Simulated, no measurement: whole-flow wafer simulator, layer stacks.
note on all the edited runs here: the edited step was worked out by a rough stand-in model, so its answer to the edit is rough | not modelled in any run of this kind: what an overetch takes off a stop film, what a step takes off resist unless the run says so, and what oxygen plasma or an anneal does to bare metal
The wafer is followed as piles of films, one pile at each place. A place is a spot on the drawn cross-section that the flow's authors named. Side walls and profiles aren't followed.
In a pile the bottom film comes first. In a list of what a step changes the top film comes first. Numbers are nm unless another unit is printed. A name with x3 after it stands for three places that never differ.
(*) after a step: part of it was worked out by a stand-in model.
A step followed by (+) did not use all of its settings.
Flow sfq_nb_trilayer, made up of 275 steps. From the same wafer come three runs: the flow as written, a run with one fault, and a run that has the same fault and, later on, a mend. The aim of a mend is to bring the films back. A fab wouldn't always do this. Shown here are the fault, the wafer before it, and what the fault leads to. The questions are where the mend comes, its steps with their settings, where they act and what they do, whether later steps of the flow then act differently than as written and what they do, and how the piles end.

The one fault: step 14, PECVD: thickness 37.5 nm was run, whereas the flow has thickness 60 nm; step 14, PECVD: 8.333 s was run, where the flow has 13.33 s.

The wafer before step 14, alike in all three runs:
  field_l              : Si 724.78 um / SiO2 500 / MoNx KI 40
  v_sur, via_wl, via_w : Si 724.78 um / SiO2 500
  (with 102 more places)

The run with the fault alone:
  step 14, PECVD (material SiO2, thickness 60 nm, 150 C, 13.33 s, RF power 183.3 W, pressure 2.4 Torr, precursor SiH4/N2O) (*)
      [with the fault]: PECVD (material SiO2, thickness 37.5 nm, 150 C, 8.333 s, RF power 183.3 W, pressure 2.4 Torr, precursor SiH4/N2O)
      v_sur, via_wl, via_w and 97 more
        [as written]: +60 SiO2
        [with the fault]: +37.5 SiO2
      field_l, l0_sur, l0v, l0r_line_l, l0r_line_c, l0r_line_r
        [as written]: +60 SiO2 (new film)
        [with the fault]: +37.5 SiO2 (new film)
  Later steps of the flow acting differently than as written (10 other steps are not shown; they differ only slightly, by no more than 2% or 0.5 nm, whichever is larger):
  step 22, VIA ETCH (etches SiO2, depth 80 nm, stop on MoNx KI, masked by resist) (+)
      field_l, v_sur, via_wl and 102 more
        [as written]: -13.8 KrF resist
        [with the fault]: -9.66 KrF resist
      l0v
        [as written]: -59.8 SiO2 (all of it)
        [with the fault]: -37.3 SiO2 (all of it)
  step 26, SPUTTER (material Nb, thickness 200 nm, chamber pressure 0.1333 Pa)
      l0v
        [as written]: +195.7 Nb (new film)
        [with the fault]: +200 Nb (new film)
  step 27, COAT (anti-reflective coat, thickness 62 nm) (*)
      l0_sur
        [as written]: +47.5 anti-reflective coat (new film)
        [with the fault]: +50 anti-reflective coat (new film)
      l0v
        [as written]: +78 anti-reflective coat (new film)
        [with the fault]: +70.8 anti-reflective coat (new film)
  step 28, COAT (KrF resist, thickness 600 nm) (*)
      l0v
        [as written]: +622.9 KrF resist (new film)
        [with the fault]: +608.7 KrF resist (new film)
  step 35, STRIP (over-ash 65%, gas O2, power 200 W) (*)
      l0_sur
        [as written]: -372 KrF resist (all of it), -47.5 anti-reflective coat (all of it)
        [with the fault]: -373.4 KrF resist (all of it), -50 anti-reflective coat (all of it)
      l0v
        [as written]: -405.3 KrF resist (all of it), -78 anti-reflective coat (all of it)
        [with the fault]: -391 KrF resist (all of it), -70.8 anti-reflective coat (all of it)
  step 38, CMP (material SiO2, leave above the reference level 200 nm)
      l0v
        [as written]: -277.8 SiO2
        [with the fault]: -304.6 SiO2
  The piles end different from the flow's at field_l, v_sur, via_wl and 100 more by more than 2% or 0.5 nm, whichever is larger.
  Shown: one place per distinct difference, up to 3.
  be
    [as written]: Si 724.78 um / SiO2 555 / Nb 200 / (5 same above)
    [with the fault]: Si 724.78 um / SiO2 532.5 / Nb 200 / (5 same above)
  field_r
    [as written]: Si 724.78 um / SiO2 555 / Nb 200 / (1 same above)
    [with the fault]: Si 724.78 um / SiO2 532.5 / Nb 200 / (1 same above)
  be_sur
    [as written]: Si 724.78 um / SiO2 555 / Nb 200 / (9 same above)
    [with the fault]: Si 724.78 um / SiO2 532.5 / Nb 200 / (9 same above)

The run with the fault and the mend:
  The mend follows step 20.
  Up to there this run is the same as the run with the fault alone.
  step 20a, STRIP (over-ash 65%, gas O2, power 200 W) (*)
      p4_fl x3, p4_w1 x9, p4_g1 x2 and 59 more
        -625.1 KrF resist (all of it), -62 anti-reflective coat (all of it)
      jj_sur, ce_l, c5j, ce_r, sp_r, be_r, r_sur
        -632 KrF resist (all of it), -63.7 anti-reflective coat (all of it)
      gap, res, r_end
        -632.1 KrF resist (all of it), -63.7 anti-reflective coat (all of it)
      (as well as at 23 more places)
  step 20b, PECVD (material SiO2, thickness 22.5 nm, 150 C, 5 s, RF power 183.3 W, pressure 2.4 Torr, precursor SiH4/N2O) (the flow's step 14 again, with other settings)
      field_l, v_sur, via_wl and 103 more
        +22.5 SiO2
  step 20c, COAT (anti-reflective coat, thickness 62 nm) (*) (the flow's step 15 again)
      p4_fl x3, p4_w1 x9, p4_g1 x2 and 59 more
        +62 anti-reflective coat (new film)
      be_sur, gap, jj_sur and 8 more
        +63.7 anti-reflective coat (new film)
      wire, be, moat, field_r, lsp_l
        +63.8 anti-reflective coat (new film)
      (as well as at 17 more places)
  step 20d, COAT (KrF resist, thickness 650 nm) (*) (the flow's step 16 again)
      p4_fl x3, p4_w1 x9, p4_g1 x2 and 59 more
        +650 KrF resist (new film)
      jj_sur, ce_l, c5j, ce_r, sp_r, be_r, r_sur
        +656.9 KrF resist (new film)
      v_sur, via_wr
        +659.5 KrF resist (new film)
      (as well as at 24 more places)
  step 20e, SOFTBAKE (KrF resist) (the flow's step 17 again)
      alters no film at any place that is followed
  step 20f, EXPOSE (photomask L0V, dose 12.41 mJ/cm2, NA 0.6, wavelength 248 nm) (*) (the flow's step 18 again)
      alters no film at any place that is followed
  step 20g, PEB (KrF resist, 90 s) (the flow's step 19 again)
      p4_fl x3, p4_w1 x9, p4_g1 x2 and 59 more
        -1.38 KrF resist
      via_v, wire, be and 15 more
        -1.39 KrF resist
      v_sur, via_w, via_wr, via_sp, lsp_m, ln_m6, lsp_r
        -1.4 KrF resist
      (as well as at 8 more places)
  step 20h, DEVELOP (KrF resist, thickness 650 nm, 60 s) (the flow's step 20 again)
      field_l, v_sur, via_wl and 102 more
        -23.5 KrF resist
      l0v
        -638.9 KrF resist (all of it)
  None of the later steps of the flow differs from how it acts as written, at any place that is followed, by more than 2% or 0.5 nm, whichever is larger.
  At every place that both follow, the piles at the end match the flow's.
